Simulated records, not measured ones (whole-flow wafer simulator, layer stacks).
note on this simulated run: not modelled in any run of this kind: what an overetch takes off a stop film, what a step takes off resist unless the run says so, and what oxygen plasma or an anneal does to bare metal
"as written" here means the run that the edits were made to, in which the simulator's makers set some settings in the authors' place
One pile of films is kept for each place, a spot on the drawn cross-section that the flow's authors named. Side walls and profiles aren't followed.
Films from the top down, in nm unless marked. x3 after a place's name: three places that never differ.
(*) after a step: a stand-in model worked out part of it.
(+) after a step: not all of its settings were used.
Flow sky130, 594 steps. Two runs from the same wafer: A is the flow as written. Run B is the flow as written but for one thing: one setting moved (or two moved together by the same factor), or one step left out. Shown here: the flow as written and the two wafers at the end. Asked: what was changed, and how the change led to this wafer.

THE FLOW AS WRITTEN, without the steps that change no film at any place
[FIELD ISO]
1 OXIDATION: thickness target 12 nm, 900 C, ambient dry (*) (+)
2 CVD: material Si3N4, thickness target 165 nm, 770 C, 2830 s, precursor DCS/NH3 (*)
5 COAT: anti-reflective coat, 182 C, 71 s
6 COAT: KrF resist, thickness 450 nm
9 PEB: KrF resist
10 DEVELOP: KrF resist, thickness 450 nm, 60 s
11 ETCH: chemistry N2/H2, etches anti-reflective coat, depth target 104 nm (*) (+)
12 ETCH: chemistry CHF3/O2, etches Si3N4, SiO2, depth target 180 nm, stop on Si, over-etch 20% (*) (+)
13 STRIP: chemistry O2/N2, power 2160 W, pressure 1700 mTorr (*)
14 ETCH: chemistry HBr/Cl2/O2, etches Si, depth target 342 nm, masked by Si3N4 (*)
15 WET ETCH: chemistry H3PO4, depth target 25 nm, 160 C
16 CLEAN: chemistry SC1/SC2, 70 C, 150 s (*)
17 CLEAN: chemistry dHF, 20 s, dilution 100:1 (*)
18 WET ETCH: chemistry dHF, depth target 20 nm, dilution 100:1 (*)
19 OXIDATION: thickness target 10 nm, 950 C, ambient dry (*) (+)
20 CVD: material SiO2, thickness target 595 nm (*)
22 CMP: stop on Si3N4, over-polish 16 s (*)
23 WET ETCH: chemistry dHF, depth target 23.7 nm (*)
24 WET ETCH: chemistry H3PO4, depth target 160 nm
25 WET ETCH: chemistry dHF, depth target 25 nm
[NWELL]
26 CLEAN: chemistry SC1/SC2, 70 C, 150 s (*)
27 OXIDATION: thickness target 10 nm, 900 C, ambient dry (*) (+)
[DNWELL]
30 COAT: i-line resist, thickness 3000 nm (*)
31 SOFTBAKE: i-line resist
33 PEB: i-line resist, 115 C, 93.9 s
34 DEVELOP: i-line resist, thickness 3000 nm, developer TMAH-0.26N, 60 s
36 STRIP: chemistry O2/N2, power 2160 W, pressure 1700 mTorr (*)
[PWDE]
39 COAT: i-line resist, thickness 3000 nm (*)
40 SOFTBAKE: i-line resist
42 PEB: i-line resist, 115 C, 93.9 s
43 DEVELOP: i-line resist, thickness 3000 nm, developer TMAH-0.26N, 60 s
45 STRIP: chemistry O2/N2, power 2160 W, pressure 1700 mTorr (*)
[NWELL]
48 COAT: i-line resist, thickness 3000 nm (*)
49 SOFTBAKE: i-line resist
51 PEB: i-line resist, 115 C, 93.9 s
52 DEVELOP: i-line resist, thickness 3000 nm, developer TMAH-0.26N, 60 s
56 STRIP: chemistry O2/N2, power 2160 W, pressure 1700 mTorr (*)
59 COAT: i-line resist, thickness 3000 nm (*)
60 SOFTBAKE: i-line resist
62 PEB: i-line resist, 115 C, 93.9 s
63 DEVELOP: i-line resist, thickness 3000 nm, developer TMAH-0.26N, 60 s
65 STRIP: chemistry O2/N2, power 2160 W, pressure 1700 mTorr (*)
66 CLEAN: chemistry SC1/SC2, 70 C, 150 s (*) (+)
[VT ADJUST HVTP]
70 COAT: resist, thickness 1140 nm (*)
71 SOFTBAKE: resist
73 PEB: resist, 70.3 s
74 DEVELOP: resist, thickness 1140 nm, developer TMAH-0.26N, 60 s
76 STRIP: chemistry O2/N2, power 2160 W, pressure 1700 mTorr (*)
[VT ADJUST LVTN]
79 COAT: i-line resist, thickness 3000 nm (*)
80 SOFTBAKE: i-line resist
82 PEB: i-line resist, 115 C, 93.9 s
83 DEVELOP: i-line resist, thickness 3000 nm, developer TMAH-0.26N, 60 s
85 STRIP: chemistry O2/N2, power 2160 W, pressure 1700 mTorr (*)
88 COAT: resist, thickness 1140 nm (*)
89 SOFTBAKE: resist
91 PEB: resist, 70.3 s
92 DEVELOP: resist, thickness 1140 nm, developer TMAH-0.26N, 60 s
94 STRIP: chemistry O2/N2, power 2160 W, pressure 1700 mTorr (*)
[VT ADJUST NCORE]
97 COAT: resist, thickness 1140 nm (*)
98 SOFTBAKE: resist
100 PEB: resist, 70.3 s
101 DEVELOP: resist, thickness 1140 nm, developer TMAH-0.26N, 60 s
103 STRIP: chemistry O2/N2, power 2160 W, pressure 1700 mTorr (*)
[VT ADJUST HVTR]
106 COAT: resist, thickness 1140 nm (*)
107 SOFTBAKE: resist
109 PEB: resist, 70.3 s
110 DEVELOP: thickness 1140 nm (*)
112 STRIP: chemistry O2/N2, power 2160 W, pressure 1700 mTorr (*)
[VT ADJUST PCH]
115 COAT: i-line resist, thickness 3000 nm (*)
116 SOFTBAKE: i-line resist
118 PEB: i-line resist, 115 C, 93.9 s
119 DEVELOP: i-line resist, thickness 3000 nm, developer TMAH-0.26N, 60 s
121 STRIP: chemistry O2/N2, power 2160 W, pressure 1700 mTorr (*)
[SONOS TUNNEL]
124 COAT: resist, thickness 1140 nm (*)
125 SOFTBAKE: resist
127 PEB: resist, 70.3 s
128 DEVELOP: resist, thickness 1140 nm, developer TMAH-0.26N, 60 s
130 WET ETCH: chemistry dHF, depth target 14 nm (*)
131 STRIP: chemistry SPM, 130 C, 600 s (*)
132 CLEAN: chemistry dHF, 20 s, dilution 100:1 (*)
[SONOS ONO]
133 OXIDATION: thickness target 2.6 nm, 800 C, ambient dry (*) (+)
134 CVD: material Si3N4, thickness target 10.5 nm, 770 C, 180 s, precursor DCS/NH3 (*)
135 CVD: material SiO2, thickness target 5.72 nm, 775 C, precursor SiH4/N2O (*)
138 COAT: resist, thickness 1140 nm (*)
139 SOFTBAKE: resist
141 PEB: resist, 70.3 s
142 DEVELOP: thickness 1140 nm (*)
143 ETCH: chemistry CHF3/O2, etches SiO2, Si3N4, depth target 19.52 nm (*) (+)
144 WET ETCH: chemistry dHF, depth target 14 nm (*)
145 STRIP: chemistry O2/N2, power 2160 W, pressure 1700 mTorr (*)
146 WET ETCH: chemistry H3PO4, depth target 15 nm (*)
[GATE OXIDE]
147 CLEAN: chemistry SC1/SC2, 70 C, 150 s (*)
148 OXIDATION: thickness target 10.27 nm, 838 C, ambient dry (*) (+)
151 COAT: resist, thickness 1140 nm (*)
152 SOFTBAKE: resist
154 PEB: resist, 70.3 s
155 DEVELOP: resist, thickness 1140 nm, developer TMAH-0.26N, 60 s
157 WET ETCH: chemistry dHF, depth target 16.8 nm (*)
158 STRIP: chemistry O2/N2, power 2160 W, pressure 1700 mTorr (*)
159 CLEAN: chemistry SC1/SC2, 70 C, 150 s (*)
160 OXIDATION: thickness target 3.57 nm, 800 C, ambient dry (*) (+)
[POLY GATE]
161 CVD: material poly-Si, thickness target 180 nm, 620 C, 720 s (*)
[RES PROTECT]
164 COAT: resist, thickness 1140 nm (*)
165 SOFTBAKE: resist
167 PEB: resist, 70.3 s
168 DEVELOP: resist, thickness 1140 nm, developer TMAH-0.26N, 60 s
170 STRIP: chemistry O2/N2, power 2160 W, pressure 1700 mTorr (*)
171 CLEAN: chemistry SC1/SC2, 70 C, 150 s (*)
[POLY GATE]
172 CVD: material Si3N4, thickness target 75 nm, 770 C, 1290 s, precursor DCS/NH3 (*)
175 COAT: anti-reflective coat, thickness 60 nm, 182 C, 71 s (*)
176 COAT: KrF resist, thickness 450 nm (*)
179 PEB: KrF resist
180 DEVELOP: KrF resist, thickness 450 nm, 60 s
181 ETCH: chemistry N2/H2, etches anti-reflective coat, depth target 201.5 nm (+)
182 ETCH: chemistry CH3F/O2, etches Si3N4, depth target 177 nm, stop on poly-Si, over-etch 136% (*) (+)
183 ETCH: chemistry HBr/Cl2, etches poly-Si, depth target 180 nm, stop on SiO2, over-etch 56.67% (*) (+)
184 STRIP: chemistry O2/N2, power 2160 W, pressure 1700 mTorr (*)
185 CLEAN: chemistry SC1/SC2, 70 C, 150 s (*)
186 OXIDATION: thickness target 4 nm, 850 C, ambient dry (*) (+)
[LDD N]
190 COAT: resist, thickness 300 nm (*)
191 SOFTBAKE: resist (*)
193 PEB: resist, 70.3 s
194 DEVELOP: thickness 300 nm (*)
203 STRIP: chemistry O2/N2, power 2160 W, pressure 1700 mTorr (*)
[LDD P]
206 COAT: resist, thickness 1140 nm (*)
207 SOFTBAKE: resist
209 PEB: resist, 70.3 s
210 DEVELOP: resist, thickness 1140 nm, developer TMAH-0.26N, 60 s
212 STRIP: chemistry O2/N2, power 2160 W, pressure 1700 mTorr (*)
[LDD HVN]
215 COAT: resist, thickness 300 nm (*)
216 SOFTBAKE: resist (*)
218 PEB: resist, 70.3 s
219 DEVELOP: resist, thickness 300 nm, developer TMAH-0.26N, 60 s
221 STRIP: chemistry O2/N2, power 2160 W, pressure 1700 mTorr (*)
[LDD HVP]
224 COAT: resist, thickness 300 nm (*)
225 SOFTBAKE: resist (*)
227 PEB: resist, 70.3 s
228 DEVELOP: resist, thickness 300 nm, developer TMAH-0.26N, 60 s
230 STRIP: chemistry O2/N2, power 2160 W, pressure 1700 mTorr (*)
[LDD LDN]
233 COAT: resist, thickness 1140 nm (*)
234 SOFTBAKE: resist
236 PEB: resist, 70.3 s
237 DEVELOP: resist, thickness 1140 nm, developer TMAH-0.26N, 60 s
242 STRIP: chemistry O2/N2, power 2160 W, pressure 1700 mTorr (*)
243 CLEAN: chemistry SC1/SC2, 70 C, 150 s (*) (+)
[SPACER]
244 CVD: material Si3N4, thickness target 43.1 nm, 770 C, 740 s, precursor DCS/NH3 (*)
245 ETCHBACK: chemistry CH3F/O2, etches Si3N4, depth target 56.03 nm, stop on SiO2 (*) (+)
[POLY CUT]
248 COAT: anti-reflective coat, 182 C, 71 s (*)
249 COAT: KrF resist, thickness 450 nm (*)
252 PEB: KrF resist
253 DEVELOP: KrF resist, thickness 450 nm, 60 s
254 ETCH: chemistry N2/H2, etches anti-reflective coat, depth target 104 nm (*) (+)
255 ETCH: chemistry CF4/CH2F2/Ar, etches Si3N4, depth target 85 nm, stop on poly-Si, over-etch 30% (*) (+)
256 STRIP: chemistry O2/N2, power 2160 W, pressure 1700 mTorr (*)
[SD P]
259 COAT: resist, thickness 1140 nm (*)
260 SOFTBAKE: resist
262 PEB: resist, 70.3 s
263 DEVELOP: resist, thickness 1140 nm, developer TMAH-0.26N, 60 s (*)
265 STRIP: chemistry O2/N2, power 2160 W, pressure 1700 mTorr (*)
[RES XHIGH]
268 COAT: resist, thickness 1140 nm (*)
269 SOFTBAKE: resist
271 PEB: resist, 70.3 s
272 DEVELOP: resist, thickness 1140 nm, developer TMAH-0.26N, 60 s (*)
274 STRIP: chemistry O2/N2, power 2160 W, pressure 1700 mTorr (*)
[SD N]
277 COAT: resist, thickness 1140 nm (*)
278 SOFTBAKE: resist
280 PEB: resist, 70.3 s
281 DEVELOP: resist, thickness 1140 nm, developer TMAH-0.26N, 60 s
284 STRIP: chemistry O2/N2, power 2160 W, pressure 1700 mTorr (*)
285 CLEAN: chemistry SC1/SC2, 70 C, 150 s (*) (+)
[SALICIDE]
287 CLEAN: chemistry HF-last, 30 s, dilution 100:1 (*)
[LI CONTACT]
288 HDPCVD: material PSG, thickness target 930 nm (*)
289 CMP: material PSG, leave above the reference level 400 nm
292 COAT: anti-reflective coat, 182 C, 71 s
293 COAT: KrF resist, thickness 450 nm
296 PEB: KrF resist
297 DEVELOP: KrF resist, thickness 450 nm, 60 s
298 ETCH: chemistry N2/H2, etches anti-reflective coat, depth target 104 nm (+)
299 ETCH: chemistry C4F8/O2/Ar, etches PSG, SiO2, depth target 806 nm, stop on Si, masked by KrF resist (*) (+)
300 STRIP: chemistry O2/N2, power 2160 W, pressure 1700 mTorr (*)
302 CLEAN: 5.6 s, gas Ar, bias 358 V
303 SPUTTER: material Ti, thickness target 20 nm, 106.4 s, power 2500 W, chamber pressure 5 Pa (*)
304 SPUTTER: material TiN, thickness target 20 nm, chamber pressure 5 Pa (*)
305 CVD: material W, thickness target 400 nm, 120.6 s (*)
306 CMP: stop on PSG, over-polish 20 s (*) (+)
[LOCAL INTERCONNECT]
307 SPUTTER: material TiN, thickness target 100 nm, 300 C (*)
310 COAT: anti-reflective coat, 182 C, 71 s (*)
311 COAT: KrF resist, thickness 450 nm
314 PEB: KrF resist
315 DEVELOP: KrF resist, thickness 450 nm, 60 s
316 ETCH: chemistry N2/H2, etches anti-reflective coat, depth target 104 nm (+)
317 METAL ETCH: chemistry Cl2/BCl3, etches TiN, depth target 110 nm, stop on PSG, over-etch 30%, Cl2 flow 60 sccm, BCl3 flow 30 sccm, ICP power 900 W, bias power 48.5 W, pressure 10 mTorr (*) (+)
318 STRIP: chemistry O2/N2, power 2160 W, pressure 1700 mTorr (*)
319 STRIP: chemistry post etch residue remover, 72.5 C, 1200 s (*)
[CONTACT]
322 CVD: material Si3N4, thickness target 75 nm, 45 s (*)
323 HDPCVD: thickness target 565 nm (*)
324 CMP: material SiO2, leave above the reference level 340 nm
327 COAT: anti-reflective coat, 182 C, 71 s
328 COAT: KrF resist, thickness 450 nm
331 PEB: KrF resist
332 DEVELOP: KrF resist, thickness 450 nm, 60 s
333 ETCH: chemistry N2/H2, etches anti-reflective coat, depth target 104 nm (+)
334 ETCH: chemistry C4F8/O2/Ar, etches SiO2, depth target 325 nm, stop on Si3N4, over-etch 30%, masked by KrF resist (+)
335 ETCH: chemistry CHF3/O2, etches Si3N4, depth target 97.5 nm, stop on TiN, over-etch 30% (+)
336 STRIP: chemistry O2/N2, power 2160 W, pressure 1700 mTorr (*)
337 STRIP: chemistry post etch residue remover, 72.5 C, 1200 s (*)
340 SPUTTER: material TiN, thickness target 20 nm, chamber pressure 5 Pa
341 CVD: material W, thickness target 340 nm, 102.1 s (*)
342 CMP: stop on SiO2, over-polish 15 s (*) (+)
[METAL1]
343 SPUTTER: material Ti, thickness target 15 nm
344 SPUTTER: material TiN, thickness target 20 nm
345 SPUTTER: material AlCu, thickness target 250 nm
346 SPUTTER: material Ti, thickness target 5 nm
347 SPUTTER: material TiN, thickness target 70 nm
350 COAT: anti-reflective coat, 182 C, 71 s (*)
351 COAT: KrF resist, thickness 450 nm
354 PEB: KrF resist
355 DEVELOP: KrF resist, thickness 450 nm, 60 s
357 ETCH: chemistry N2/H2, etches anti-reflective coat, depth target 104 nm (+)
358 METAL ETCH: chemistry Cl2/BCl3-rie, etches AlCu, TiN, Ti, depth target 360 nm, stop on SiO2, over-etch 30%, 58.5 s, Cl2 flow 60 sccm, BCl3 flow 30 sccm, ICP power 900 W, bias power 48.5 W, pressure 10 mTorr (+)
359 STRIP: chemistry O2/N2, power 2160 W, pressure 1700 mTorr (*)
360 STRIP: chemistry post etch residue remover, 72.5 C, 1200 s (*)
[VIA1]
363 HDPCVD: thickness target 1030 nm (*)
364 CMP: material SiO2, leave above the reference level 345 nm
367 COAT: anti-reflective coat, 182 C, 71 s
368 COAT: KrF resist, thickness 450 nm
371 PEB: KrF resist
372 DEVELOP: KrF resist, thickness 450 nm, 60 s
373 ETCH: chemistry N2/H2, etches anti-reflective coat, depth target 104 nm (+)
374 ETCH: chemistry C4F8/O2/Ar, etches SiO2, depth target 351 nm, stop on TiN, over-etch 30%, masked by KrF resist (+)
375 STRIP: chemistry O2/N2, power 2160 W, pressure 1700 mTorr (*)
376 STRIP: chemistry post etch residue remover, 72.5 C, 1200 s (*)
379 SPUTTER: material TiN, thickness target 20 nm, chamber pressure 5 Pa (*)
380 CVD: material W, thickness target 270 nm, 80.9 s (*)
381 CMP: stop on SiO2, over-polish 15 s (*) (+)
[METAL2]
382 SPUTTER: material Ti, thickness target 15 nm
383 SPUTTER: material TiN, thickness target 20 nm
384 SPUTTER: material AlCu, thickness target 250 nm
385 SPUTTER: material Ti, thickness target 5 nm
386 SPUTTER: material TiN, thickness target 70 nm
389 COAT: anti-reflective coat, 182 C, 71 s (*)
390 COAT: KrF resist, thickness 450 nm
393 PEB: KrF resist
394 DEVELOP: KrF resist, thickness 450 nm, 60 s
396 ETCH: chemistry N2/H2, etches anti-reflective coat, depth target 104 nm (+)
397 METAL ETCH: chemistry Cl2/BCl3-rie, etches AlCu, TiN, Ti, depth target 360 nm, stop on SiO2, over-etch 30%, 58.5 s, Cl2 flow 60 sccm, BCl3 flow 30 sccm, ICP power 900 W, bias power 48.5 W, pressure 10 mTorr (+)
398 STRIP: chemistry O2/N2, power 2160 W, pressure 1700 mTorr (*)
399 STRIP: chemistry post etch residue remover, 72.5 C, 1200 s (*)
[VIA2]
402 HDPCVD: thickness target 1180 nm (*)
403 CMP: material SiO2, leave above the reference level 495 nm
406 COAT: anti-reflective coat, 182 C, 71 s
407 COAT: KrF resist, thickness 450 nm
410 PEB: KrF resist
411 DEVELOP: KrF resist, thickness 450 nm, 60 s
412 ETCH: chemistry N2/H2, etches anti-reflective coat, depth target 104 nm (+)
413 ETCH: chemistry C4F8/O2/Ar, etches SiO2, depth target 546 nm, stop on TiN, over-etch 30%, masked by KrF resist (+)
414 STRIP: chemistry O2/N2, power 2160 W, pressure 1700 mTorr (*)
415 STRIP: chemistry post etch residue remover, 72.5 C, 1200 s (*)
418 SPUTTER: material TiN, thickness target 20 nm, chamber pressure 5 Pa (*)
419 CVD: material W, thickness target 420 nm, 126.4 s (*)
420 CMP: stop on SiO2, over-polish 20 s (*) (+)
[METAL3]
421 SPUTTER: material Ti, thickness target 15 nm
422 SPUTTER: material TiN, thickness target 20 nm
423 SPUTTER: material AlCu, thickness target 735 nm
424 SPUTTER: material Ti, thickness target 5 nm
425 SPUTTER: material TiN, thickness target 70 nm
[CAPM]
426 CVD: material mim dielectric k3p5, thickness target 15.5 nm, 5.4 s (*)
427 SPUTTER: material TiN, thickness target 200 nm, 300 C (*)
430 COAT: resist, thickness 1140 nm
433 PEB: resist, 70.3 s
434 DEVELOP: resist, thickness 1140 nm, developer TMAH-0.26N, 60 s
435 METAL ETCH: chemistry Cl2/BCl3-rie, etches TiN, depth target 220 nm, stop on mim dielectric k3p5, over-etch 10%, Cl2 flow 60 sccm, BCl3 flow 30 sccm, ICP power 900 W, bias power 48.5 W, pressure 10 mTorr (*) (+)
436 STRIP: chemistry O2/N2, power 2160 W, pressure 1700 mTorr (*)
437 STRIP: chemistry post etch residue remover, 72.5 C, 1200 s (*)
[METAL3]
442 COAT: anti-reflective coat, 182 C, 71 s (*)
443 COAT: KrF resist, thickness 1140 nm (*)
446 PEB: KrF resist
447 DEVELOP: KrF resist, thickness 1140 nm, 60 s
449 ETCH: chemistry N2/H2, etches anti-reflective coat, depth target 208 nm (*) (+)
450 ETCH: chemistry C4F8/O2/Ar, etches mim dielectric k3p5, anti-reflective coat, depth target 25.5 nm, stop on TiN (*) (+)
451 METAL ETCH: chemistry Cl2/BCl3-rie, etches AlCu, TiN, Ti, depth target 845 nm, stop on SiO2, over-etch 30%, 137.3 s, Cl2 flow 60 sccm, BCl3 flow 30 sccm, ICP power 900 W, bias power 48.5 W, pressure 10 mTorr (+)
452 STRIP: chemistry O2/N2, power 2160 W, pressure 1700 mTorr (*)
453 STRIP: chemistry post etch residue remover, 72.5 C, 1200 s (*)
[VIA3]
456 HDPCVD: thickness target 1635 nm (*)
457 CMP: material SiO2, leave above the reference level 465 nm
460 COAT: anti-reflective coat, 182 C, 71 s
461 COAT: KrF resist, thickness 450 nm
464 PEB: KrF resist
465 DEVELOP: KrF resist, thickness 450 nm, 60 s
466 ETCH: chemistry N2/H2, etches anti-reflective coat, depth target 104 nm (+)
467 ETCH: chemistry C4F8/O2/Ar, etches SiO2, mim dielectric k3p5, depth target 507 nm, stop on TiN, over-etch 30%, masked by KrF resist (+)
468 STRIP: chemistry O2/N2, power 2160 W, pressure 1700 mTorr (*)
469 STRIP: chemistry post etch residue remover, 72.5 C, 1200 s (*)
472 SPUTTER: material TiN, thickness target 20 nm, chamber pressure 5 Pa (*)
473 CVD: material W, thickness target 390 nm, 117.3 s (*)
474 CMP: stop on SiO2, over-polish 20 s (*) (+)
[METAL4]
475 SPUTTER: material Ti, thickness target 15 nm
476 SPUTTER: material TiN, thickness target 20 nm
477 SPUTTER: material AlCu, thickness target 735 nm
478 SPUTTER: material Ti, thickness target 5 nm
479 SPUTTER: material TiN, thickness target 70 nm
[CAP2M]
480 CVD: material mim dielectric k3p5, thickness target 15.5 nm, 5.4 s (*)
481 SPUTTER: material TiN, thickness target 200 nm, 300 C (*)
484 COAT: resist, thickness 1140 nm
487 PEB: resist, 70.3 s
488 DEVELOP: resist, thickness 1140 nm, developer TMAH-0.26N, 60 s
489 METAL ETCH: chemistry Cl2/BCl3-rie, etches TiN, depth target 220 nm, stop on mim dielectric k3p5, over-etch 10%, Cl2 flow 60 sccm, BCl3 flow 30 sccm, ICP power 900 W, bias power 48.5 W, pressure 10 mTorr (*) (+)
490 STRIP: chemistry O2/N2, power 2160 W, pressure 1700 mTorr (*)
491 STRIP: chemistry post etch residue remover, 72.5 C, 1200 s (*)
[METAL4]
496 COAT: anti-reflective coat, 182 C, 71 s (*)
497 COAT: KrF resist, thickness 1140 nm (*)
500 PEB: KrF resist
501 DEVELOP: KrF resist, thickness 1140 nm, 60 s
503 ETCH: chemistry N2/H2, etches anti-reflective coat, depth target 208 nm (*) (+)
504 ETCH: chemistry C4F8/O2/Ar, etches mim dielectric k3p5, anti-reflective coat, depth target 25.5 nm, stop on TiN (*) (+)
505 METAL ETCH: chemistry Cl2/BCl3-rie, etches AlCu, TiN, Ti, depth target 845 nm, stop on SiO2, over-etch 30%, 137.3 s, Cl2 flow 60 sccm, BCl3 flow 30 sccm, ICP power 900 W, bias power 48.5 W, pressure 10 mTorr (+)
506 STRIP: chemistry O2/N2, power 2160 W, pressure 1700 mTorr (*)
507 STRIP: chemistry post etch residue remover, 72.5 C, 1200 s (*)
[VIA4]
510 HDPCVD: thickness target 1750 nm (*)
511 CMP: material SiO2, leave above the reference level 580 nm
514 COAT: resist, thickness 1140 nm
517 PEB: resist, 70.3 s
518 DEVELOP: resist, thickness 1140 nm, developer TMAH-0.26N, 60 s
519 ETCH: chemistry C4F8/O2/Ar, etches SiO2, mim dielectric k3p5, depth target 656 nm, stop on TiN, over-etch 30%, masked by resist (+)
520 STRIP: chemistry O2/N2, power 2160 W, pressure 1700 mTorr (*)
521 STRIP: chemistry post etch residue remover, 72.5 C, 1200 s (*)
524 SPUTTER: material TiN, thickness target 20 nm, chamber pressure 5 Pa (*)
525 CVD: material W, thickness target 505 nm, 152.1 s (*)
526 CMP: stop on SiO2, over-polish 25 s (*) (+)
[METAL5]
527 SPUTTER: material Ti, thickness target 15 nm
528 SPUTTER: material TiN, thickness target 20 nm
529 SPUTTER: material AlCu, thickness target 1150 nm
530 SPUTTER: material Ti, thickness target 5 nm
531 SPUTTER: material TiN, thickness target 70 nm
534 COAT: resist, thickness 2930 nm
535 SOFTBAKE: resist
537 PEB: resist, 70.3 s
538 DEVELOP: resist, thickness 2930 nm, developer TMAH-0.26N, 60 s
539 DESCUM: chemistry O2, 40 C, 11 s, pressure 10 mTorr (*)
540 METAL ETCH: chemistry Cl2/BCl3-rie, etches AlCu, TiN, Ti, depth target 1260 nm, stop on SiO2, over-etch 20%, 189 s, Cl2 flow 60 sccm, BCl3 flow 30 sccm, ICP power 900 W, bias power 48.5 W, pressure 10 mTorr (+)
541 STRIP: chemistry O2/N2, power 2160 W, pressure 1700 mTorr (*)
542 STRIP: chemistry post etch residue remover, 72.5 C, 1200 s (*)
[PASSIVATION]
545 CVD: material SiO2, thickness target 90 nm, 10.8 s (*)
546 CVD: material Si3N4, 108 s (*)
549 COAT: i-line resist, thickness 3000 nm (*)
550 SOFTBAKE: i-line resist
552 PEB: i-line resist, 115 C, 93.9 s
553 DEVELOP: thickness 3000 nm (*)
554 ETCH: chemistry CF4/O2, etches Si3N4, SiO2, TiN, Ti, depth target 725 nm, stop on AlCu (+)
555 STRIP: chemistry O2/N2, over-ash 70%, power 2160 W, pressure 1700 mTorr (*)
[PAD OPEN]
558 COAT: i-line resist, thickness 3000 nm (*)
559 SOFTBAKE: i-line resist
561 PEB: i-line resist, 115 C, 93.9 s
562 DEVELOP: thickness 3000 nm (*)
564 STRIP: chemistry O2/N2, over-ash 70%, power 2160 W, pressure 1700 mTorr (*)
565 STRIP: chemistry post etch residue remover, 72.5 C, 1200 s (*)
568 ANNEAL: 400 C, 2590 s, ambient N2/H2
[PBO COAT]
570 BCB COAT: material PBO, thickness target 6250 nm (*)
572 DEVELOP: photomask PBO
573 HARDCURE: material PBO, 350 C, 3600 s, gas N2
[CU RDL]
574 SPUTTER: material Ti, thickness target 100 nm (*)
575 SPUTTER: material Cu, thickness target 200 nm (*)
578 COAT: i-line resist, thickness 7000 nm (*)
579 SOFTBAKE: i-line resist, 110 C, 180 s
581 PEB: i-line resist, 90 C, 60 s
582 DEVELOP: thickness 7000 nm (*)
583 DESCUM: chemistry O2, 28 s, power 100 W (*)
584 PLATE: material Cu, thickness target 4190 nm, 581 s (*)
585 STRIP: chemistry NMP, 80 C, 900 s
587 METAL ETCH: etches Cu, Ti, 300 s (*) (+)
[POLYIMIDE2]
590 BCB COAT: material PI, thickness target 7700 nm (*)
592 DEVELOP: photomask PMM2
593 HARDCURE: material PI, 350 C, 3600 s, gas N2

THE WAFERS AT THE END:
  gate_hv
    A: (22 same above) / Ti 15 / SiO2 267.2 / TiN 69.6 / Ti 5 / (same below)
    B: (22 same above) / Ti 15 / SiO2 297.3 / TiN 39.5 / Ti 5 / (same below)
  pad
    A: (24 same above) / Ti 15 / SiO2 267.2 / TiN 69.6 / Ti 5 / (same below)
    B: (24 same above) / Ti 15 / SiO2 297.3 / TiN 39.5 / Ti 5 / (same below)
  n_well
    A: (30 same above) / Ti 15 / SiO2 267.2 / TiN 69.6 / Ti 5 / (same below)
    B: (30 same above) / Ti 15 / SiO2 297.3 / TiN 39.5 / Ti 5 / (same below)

The cause: step 347, SPUTTER: thickness target 39.9 nm was run, where the flow has thickness target 70 nm.

How the change led to this, step by step:
  347 SPUTTER: material TiN, thickness target 70 nm
      field, active, n_well and 188 more: A TiN +70 (new film) | B TiN +39.9 (new film)
  358 METAL ETCH: chemistry Cl2/BCl3-rie, etches AlCu, TiN, Ti, depth target 360 nm, stop on SiO2, over-etch 30%, 58.5 s, Cl2 flow 60 sccm, BCl3 flow 30 sccm, ICP power 900 W, bias power 48.5 W, pressure 10 mTorr (+)
      field, active, gate and 81 more: A TiN -68.7 (all of it), Ti -5 (all of it), AlCu -250 (all of it), TiN -20 (all of it), Ti -15 (all of it), SiO2 -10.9 | B TiN -38.6 (all of it), Ti -5 (all of it), AlCu -250 (all of it), TiN -20 (all of it), Ti -15 (all of it), SiO2 -13.9
  364 CMP: material SiO2, leave above the reference level 345 nm
      n_well, p_well, gate_hv and 100 more: A SiO2 -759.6 | B SiO2 -729.5
      poly_licon, ndiff_licon, ndiff_licon_cpp, rpo_hd_licon: A SiO2 -759 | B SiO2 -728.9
  374 ETCH: chemistry C4F8/O2/Ar, etches SiO2, depth target 351 nm, stop on TiN, over-etch 30%, masked by KrF resist (+)
      m1, via1_hole: A SiO2 -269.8 (all of it) | B SiO2 -299.9 (all of it)
  379 SPUTTER: material TiN, thickness target 20 nm, chamber pressure 5 Pa (*)
      m1: A TiN +11 | B TiN +10.4
  380 CVD: material W, thickness target 270 nm, 80.9 s (*)
      m1, via1_hole: A W +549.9 (new film) | B W +580.5 (new film)
